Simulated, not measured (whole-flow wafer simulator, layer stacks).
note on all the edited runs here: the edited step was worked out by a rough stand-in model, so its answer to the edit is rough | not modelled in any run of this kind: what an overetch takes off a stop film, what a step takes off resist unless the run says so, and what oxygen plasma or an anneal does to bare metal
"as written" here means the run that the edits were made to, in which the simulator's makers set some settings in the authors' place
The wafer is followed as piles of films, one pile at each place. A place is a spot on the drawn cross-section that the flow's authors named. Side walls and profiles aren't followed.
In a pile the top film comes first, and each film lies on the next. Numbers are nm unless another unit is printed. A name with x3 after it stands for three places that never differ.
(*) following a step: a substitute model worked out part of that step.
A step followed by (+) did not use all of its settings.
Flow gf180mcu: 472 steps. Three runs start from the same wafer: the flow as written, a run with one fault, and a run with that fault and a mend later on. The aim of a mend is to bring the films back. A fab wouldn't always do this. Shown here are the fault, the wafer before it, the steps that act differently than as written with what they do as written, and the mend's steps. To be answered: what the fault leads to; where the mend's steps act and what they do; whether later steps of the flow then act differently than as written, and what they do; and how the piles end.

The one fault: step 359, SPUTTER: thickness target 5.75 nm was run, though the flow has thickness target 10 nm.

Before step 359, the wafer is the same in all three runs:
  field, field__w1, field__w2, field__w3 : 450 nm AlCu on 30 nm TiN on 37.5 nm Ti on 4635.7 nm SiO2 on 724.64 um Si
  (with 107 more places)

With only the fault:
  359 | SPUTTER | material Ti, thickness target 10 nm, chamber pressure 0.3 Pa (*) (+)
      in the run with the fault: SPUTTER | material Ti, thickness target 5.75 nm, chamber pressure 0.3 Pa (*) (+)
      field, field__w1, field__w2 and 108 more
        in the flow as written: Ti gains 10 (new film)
        in the run with the fault: Ti gains 5.75 (new film)
  Later steps of the flow acting differently than as written (5 more steps, not shown, differ only slightly: by at most 2% or 0.5 nm, whichever is larger):
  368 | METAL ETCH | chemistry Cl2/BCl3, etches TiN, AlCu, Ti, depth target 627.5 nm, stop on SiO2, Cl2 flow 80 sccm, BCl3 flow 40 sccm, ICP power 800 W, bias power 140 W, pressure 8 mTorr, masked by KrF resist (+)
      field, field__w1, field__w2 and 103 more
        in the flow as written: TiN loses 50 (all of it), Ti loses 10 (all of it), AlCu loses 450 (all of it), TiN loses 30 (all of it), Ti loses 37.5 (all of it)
        in the run with the fault: TiN loses 50 (all of it), Ti loses 5.75 (all of it), AlCu loses 450 (all of it), TiN loses 30 (all of it), Ti loses 37.5 (all of it)
  At field__w8, contact, m1, m1__w1, m1_nw, the piles at the end differ from the flow's by more than 2% or 0.5 nm, whichever is larger.
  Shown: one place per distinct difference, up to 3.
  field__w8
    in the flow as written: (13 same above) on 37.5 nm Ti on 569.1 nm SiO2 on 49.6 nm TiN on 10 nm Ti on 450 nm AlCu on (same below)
    in the run with the fault: (13 same above) on 37.5 nm Ti on 573.4 nm SiO2 on 49.6 nm TiN on 5.75 nm Ti on 450 nm AlCu on (same below)
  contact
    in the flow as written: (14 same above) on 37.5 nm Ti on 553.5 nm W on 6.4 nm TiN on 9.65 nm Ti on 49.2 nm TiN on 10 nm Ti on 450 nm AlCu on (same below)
    in the run with the fault: (14 same above) on 37.5 nm Ti on 557.8 nm W on 6.39 nm TiN on 9.63 nm Ti on 49.2 nm TiN on 5.75 nm Ti on 450 nm AlCu on (same below)

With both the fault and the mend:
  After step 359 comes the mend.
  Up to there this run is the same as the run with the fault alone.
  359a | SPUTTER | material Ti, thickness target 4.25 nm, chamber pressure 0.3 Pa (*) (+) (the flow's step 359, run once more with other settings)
      field, field__w1, field__w2 and 108 more
        Ti gains 4.25
  None of the later steps of the flow acts differently than as written at any place that is followed.
  The piles end the same as the flow's at every place that both follow.
